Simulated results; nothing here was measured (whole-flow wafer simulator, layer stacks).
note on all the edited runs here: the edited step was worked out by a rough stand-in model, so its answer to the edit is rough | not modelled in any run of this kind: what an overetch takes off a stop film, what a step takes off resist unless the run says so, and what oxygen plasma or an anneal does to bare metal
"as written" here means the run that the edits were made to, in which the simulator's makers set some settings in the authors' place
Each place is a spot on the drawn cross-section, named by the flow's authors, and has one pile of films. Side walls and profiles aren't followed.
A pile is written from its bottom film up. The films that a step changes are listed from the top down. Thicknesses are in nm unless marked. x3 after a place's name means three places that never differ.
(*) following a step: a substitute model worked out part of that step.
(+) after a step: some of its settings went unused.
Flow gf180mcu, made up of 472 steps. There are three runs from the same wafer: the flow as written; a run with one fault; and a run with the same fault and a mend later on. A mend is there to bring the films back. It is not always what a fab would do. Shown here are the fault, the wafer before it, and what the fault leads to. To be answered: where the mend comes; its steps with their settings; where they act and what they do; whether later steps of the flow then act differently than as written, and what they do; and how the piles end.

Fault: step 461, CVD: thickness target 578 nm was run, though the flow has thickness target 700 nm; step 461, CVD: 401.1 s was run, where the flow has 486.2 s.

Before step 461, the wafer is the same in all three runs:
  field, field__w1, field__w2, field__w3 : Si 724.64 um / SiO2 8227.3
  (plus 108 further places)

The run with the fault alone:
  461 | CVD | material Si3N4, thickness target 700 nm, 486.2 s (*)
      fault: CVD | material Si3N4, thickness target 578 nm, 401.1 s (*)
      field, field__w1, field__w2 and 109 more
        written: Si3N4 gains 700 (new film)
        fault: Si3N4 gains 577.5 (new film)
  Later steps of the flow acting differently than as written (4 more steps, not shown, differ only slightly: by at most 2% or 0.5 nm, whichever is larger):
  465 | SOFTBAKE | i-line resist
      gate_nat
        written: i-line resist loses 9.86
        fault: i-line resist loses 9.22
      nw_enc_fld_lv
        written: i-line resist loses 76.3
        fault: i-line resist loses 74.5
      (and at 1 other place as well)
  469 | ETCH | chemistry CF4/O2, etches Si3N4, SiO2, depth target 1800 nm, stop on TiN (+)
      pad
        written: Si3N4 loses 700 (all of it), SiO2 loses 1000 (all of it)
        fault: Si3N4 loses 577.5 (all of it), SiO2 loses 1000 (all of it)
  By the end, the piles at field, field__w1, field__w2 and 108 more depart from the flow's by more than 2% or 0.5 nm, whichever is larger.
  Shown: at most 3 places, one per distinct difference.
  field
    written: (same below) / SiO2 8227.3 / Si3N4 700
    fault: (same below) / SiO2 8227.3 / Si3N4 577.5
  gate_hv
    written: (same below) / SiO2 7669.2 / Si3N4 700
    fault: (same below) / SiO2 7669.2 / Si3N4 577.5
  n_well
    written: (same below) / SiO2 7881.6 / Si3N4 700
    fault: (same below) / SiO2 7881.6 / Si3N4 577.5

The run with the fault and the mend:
  The mend follows step 468.
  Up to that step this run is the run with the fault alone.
  468a | STRIP | chemistry O2/N2, power 2160 W, pressure 1700 mTorr (*)
      iso_ptap_pw, iso_ntap_nw, iso_nw_fld and 33 more
        i-line resist loses 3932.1 (all of it)
      p_well, sti, spacer, sd_n, mim_1p0, dice_street
        i-line resist loses 3938.2 (all of it)
      field__w2, field__w3, field__w12
        i-line resist loses 3985.8 (all of it)
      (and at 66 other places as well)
  468b | CVD | material Si3N4, thickness target 122 nm, 84.73 s (*) (the flow's step 461, run once more with other settings)
      field, field__w1, field__w2 and 109 more
        Si3N4 gains 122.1
  468c | HMDS | 120 C, 60 s (the flow's step 463, run once more)
      does not change any film at any place that is followed
  468d | COAT | i-line resist, thickness 4000 nm (*) (the flow's step 464, run once more)
      iso_ptap_pw, iso_ntap_nw, iso_nw_fld and 33 more
        i-line resist gains 4000 (new film)
      field__w5, field__w9, field__w11, field__w13, gate_p_hv, nplus_u
        i-line resist gains 4017 (new film)
      p_well, sti, spacer, sd_n, mim_1p0, dice_street
        i-line resist gains 4006.3 (new film)
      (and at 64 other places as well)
  468e | SOFTBAKE | i-line resist (the flow's step 465, run once more)
      field__w11, field__w13, mim, ppoly_u
        i-line resist gains 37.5
      ld_fp_p, ld_drift_p, ld_drn_p
        i-line resist gains 33.8
      field__w2, field_sub__w3
        i-line resist gains 33.3
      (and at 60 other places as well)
  468f | EXPOSE | photomask Pad (the flow's step 466, run once more)
      does not change any film at any place that is followed
  468g | PEB | i-line resist, 115 C, 93.9 s (the flow's step 467, run once more)
      iso_ptap_pw, iso_ntap_nw, iso_nw_fld and 33 more
        i-line resist loses 67.9
      field, field__w2, field__w3 and 25 more
        i-line resist loses 68.8
      field_sub, field_sub__w1, field_sub__w2 and 23 more
        i-line resist loses 68.7
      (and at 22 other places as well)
  468h | DEVELOP | thickness 4000 nm (*) (the flow's step 468, run once more)
      field__w7, field__w9, field_sub__w1 and 13 more
        i-line resist loses 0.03
      pad
        i-line resist loses 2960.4 (all of it)
  Later steps of the flow that are run all act as written at every place that is followed, up to a difference of at most 2% or 0.5 nm, whichever is larger.
  The piles end only slightly different from the flow's at the places that both follow, by no more than 2% or 0.5 nm, whichever is larger.
